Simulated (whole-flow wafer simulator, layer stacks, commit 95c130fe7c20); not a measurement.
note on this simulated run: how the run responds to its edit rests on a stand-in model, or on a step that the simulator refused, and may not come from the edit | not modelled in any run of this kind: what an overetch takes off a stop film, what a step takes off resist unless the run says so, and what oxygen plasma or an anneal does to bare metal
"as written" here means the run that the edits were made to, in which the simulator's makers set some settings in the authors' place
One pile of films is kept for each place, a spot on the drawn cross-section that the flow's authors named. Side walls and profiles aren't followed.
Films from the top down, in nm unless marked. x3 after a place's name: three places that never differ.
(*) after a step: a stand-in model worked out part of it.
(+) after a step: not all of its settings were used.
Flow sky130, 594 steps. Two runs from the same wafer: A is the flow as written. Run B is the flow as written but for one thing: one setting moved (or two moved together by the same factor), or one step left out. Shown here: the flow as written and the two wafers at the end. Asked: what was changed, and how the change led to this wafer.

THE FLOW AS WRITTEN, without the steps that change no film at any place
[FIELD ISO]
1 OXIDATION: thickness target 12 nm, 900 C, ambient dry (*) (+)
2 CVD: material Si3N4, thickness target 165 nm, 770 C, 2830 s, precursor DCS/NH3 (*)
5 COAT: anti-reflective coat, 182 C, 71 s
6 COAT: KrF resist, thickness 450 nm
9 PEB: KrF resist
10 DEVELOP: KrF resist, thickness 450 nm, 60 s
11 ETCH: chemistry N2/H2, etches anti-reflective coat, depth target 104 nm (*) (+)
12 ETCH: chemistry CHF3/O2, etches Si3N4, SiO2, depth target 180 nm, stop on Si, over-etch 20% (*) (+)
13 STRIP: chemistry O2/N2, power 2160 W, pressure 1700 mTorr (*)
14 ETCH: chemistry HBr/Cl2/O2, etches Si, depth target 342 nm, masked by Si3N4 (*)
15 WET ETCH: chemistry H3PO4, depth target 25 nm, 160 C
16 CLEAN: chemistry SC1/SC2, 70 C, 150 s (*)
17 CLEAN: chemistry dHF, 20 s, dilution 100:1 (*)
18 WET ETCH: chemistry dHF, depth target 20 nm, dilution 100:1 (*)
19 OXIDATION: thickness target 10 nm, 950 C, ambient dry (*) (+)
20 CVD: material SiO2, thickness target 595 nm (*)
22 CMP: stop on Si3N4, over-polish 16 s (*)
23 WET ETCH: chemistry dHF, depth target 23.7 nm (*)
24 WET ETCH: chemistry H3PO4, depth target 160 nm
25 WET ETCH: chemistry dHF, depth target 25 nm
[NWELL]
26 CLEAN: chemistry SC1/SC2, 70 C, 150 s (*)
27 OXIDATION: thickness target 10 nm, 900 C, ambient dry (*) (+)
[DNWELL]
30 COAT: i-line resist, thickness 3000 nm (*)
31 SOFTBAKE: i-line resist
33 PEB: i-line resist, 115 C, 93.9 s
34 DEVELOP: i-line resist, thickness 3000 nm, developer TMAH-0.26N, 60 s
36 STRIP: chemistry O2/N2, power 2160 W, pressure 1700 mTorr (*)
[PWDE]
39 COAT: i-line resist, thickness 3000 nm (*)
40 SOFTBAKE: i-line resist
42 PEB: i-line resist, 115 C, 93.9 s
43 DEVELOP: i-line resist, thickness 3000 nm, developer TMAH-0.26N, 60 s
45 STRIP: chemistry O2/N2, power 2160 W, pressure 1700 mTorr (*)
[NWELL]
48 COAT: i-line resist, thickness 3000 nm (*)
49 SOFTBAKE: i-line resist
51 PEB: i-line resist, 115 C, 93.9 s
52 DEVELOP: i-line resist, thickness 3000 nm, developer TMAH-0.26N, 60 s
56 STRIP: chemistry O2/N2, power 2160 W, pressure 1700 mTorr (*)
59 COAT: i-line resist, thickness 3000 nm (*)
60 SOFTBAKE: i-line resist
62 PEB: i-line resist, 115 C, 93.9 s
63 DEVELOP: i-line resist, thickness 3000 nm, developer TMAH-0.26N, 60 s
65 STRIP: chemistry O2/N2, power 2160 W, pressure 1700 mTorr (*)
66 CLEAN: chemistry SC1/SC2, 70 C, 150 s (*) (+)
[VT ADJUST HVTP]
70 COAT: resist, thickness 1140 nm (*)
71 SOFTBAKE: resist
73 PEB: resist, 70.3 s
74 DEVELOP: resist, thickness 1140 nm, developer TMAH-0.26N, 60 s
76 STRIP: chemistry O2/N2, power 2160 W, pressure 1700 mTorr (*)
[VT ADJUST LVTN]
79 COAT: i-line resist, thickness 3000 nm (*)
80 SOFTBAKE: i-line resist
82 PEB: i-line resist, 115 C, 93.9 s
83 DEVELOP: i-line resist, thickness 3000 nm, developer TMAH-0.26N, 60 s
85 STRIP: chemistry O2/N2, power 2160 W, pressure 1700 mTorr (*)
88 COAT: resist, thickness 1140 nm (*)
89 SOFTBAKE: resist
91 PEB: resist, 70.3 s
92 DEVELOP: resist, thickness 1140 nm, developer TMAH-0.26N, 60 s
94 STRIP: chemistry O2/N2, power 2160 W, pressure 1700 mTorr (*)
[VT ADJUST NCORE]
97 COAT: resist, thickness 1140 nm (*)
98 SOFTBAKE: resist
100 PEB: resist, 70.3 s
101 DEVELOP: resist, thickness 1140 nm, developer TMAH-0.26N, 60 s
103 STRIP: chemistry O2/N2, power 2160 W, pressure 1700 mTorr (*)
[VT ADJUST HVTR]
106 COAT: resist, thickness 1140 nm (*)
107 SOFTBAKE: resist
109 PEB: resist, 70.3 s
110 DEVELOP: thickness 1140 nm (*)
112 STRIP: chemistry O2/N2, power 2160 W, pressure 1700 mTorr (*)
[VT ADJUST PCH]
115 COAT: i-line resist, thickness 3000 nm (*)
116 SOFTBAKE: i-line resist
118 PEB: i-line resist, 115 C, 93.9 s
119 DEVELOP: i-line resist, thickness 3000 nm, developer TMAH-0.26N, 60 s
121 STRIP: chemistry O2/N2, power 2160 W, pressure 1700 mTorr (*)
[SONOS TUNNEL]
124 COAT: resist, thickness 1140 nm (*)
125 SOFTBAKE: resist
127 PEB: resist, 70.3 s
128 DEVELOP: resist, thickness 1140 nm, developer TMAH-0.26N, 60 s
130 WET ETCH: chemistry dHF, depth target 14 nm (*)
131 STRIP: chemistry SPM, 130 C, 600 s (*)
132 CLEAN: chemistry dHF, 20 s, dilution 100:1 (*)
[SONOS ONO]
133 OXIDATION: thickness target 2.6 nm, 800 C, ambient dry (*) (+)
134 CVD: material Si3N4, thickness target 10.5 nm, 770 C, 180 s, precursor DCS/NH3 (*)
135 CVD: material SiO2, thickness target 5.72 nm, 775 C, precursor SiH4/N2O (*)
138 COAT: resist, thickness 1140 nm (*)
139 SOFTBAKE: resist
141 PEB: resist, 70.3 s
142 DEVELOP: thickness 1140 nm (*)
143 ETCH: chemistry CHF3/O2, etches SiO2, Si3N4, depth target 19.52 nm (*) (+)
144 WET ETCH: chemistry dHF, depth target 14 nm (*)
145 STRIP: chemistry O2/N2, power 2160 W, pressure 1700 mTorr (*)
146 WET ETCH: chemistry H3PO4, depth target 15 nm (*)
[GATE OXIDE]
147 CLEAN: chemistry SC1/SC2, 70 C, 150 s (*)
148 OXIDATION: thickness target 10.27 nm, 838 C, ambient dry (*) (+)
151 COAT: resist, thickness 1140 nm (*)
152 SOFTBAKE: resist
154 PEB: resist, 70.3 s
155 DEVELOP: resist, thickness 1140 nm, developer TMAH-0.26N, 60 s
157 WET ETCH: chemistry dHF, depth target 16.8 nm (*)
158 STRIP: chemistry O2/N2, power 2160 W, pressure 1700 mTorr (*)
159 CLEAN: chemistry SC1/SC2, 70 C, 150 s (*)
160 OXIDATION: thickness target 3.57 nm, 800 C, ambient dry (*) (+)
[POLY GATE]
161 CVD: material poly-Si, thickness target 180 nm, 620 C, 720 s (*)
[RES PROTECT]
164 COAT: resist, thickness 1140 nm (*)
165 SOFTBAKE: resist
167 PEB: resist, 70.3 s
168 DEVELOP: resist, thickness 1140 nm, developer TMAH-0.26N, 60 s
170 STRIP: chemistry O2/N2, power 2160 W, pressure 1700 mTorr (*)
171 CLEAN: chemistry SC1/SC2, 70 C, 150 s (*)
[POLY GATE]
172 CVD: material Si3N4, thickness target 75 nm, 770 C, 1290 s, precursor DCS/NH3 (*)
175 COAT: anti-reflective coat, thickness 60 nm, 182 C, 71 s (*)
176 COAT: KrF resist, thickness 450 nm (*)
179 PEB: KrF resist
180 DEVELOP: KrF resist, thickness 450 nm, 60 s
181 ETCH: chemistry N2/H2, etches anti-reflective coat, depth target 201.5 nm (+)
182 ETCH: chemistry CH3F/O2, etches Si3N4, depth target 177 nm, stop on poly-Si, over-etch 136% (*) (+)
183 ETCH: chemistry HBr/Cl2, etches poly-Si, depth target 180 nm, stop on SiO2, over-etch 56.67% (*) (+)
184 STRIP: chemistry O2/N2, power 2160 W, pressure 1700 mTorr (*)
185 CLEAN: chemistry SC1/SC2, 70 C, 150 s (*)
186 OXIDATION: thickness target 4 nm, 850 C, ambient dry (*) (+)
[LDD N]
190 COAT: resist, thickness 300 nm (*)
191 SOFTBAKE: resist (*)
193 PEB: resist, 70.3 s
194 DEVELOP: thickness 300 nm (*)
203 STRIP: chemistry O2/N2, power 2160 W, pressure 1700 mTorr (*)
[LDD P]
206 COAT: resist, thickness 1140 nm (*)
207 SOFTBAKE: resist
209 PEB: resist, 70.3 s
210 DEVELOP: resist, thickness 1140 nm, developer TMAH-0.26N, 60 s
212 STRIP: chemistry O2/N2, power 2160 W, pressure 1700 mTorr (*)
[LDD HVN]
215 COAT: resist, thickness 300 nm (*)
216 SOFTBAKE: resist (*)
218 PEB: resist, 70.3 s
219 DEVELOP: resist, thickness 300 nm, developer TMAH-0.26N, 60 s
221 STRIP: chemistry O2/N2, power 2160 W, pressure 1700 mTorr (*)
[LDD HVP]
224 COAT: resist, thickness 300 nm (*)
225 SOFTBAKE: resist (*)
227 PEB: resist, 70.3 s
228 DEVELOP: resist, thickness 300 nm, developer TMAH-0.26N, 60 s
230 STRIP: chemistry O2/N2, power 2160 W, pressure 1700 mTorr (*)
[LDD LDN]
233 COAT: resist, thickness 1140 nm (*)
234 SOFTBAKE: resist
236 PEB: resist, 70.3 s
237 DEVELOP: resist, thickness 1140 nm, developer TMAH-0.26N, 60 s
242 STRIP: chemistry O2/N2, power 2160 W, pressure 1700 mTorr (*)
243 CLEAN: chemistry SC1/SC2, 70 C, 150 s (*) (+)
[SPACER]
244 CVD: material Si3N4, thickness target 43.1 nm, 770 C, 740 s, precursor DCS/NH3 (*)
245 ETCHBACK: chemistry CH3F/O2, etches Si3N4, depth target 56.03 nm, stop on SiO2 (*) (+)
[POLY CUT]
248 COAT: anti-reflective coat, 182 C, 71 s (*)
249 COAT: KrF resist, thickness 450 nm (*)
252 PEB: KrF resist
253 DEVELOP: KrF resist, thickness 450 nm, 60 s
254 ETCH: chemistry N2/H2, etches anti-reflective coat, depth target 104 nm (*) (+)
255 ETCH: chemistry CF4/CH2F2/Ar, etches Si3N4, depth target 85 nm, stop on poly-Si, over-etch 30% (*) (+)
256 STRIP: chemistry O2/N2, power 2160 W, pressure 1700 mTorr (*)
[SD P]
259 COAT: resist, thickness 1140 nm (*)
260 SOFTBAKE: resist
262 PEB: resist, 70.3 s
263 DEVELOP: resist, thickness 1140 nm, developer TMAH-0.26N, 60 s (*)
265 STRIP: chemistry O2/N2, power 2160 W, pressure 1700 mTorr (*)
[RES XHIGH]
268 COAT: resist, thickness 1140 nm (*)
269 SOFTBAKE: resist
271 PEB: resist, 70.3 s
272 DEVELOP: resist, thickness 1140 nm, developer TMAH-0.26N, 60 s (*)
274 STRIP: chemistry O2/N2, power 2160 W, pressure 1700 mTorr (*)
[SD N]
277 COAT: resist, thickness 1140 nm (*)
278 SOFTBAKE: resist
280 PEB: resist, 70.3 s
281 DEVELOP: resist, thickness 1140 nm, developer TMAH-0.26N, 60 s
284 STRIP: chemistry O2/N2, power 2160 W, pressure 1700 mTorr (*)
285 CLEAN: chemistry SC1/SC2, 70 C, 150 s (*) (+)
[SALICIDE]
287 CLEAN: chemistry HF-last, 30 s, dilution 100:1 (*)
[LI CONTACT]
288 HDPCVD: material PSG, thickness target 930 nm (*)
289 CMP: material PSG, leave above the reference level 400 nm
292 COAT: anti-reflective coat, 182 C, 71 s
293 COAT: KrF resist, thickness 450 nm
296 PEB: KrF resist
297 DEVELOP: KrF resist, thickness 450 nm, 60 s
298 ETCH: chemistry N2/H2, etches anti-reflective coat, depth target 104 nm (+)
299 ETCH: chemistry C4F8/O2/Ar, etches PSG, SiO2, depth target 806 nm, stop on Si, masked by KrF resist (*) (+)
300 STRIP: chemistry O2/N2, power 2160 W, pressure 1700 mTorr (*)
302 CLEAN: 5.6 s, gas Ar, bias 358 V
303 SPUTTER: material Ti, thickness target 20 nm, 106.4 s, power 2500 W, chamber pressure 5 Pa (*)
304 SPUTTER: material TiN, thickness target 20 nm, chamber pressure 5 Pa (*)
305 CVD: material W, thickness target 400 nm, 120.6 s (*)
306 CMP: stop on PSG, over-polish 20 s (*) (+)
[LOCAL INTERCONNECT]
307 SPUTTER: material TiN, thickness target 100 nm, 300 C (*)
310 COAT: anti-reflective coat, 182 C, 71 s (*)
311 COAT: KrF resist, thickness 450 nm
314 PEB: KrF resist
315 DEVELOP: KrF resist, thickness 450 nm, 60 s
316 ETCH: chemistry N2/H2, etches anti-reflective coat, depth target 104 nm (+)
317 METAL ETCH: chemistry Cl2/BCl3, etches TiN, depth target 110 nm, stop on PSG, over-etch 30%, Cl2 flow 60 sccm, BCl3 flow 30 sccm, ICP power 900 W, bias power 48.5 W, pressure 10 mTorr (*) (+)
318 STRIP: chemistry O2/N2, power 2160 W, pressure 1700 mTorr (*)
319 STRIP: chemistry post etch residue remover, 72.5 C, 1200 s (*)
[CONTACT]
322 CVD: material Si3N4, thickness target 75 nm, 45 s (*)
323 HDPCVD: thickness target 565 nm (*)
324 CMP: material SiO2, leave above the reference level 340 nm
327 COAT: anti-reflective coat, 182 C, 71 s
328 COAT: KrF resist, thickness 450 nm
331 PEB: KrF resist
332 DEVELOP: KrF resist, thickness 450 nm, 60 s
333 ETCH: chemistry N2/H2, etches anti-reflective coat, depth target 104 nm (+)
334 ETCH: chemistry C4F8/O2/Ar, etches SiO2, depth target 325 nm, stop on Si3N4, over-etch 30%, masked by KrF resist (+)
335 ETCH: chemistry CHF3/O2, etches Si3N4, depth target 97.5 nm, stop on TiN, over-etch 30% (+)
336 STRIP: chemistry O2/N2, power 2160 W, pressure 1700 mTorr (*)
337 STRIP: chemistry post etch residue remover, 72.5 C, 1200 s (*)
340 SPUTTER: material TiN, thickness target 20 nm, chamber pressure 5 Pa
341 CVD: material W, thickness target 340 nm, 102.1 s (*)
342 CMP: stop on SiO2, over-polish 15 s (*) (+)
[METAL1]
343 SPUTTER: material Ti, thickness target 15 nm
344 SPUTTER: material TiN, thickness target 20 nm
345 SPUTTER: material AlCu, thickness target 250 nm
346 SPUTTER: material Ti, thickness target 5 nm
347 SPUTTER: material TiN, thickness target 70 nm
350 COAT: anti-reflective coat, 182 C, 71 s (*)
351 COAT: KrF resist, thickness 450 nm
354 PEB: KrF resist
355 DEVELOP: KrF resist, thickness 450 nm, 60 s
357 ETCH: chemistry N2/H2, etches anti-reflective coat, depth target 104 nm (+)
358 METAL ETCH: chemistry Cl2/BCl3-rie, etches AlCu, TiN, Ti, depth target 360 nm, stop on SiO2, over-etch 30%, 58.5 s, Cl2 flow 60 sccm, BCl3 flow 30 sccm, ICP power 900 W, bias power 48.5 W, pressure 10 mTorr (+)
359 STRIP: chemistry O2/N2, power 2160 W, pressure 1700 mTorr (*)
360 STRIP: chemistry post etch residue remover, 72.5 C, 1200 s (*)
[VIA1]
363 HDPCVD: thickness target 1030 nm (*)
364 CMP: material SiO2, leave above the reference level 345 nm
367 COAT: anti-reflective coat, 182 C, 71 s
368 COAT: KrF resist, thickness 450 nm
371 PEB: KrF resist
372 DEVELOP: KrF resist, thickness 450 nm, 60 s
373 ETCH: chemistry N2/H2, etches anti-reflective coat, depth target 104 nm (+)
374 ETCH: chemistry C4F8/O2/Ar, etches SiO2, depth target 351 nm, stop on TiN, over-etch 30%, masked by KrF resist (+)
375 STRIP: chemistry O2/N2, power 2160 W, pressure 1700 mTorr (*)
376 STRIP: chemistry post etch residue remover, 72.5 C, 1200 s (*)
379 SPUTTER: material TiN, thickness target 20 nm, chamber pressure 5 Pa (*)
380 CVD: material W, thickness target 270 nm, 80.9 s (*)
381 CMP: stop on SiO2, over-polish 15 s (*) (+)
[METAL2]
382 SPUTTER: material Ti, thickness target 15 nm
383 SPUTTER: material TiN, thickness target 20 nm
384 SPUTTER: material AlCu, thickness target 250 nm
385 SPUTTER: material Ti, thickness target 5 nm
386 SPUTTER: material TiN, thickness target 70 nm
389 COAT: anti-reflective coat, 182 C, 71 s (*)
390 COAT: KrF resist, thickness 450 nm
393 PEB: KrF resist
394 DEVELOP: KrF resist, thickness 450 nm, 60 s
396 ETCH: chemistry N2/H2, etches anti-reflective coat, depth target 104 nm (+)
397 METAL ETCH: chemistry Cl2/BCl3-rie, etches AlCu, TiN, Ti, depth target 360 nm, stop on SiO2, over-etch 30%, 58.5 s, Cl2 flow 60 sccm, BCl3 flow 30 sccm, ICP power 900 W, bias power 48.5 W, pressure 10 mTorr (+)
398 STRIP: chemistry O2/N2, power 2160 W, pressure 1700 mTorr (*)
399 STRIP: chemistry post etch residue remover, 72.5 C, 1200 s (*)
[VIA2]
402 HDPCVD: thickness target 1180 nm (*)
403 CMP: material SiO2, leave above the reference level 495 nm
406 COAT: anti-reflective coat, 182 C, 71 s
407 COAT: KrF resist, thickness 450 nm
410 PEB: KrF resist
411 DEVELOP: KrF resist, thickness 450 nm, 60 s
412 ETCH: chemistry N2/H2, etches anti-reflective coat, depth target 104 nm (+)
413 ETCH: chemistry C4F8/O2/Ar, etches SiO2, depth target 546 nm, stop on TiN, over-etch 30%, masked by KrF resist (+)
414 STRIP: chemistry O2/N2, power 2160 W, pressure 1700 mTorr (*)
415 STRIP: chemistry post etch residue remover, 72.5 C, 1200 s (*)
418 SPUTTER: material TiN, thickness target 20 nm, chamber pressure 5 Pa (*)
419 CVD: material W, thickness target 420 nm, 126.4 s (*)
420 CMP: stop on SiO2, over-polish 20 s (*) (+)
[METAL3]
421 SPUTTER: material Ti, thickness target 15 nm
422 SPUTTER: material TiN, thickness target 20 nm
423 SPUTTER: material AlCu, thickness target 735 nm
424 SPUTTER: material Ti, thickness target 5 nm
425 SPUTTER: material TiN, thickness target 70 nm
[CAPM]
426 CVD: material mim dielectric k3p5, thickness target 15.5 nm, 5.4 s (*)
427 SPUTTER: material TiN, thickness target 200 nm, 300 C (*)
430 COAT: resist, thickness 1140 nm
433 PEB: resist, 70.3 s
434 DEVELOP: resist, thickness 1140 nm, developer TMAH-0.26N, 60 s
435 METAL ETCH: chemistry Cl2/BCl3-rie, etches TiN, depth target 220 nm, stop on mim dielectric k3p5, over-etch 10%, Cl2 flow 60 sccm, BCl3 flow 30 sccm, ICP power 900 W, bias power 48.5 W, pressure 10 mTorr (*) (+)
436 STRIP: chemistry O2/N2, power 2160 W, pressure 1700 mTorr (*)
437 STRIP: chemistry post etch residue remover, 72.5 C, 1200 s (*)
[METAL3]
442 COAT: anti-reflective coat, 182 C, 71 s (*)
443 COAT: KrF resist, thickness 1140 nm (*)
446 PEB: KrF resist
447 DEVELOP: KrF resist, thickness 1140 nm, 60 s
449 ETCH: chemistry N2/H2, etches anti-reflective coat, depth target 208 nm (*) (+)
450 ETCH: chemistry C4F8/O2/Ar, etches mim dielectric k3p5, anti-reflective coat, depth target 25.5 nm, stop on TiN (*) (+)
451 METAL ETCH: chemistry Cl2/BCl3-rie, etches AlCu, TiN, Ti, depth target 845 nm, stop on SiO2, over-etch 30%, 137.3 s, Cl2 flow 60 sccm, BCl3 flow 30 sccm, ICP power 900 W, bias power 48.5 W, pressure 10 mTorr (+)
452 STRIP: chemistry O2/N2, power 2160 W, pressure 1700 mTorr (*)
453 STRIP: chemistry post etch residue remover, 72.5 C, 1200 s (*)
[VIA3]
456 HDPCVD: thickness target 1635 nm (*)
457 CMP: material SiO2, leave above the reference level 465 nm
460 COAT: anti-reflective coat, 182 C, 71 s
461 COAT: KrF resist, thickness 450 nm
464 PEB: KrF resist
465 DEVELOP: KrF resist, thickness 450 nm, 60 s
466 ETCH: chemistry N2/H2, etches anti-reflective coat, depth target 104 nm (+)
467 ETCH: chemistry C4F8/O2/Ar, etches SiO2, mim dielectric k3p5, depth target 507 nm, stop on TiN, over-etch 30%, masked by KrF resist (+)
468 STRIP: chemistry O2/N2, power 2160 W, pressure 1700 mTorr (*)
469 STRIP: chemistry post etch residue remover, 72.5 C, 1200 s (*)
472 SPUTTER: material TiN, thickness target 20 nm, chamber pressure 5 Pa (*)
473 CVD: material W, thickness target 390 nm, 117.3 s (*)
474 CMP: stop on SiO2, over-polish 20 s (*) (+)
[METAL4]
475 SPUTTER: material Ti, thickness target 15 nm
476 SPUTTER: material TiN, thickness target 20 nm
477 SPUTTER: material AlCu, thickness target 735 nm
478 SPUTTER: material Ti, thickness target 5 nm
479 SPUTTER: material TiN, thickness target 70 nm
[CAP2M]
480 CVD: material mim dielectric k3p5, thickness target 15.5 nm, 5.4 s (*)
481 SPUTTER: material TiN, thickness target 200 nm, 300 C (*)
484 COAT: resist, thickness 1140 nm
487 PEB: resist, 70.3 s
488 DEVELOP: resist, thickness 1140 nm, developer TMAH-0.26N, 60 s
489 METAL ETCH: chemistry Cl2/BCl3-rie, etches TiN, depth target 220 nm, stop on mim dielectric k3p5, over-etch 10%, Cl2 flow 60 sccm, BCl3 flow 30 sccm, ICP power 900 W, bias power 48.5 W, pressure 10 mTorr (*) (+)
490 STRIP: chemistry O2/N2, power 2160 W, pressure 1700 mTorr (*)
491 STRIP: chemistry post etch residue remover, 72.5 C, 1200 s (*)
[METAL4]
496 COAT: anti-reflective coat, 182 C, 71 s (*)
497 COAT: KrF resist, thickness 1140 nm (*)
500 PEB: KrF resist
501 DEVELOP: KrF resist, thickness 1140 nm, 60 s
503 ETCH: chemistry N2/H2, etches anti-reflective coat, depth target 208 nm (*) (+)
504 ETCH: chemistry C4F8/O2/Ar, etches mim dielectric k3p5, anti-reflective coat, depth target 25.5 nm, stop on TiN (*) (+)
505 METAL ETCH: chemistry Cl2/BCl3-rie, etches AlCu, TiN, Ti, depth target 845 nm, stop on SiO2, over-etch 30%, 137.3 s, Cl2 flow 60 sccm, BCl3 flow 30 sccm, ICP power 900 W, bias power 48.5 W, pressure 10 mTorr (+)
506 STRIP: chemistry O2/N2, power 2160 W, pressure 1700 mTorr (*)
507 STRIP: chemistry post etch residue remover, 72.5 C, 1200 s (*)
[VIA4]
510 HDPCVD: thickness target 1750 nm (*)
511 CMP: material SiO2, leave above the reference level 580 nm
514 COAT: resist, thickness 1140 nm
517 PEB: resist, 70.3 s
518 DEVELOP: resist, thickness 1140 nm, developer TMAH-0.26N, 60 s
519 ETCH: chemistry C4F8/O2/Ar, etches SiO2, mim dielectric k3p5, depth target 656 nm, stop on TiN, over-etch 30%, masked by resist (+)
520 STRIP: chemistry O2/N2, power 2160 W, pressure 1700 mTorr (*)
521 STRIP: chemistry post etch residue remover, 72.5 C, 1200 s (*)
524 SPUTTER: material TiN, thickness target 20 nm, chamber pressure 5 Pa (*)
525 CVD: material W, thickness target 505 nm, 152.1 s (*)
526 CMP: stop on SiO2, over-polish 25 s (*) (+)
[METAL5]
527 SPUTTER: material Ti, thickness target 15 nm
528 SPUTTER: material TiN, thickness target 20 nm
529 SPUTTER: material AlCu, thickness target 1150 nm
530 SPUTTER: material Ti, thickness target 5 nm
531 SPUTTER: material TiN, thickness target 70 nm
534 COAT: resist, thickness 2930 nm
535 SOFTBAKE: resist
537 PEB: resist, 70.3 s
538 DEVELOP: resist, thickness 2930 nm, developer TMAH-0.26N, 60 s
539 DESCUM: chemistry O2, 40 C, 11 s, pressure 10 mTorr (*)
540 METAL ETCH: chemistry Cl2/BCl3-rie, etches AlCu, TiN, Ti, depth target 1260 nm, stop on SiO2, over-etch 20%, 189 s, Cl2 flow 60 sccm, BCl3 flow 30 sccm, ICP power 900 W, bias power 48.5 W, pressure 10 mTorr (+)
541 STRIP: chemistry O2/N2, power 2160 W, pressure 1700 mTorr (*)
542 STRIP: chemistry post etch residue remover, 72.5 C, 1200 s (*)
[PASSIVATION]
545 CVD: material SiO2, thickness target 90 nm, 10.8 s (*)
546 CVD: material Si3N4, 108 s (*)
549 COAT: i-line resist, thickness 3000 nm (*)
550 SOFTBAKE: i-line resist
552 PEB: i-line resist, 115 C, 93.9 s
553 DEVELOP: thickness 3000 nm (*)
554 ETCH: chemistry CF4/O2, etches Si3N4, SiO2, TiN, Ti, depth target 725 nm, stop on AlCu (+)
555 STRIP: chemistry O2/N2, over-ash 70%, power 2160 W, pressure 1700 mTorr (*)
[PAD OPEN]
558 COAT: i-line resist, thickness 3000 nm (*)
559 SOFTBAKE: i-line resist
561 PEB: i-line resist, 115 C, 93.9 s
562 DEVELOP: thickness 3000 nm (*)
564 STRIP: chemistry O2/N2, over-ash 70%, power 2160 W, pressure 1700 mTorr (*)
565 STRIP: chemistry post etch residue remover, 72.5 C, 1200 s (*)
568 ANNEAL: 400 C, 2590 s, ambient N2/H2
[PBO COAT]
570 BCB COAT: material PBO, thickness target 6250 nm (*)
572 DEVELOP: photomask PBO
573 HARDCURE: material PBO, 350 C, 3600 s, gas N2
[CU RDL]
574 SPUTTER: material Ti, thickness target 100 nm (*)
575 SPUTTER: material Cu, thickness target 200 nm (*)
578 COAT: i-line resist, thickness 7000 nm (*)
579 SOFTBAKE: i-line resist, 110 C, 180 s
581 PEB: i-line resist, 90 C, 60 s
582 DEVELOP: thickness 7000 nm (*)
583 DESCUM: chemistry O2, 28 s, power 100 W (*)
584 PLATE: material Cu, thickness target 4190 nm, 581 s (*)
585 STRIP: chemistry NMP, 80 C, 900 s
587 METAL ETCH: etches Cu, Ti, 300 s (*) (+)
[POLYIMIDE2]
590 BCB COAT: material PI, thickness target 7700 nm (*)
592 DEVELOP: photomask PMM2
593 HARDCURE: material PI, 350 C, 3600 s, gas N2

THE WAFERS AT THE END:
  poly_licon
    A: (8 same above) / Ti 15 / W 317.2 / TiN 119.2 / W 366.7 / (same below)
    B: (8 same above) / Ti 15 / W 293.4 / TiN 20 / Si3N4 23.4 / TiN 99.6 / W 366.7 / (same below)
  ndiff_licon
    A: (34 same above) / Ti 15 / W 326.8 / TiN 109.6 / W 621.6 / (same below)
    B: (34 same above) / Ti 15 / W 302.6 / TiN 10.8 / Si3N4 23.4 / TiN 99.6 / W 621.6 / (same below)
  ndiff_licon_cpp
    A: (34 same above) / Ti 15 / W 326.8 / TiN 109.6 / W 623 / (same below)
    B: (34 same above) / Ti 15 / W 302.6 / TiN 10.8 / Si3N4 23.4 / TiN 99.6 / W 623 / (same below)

The cause: step 335, ETCH: depth target 51.2 nm was run, where the flow has depth target 97.5 nm.

How the change led to this, step by step:
  335 ETCH: chemistry CHF3/O2, etches Si3N4, depth target 97.5 nm, stop on TiN, over-etch 30% (+)
      poly_licon, ndiff_licon, ndiff_licon_cpp, rpo_hd_licon: A Si3N4 -75 (all of it) | B Si3N4 -51.2
      field, active, n_well and 184 more: A KrF resist -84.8 | B KrF resist -44.5
  336 STRIP: chemistry O2/N2, power 2160 W, pressure 1700 mTorr (*)
      field, active, n_well and 184 more: A KrF resist -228 (all of it), anti-reflective coat -80 (all of it) | B KrF resist -268.3 (all of it), anti-reflective coat -80 (all of it)
  340 SPUTTER: material TiN, thickness target 20 nm, chamber pressure 5 Pa
      ndiff_licon, ndiff_licon_cpp, rpo_hd_licon: A TiN +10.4 | B TiN +10.8 (new film)
      poly_licon: A TiN +20 | B TiN +20 (new film)
  341 CVD: material W, thickness target 340 nm, 102.1 s (*)
      ndiff_licon, ndiff_licon_cpp, rpo_hd_licon: A W +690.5 (new film) | B W +666.3 (new film)
  342 CMP: stop on SiO2, over-polish 15 s (*) (+)
      poly_licon: A W -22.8 | B W -46.6
Counting metal films that touch as one body, poly_licon has 3 bodies (between them, from the top down: Si3N4 23.4; void 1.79); the flow as written gives 2 bodies (between them, from the top down: void 1.79).
Counting metal films that touch as one body, ndiff_licon has 7 bodies (between them, from the top down: SiO2 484 / mim dielectric k3p5 15.5; SiO2 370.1 / mim dielectric k3p5 15.5; SiO2 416; SiO2 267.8; Si3N4 23.4; void 1.78); the flow as written gives 6 bodies (between them, from the top down: SiO2 484 / mim dielectric k3p5 15.5; SiO2 370.1 / mim dielectric k3p5 15.5; SiO2 416; SiO2 267.8; void 1.78).
Counting metal films that touch as one body, ndiff_licon_cpp has 7 bodies (between them, from the top down: SiO2 484 / mim dielectric k3p5 15.5; SiO2 370.1 / mim dielectric k3p5 15.5; SiO2 416; SiO2 267.8; Si3N4 23.4; void 1.78); the flow as written gives 6 bodies (between them, from the top down: SiO2 484 / mim dielectric k3p5 15.5; SiO2 370.1 / mim dielectric k3p5 15.5; SiO2 416; SiO2 267.8; void 1.78).
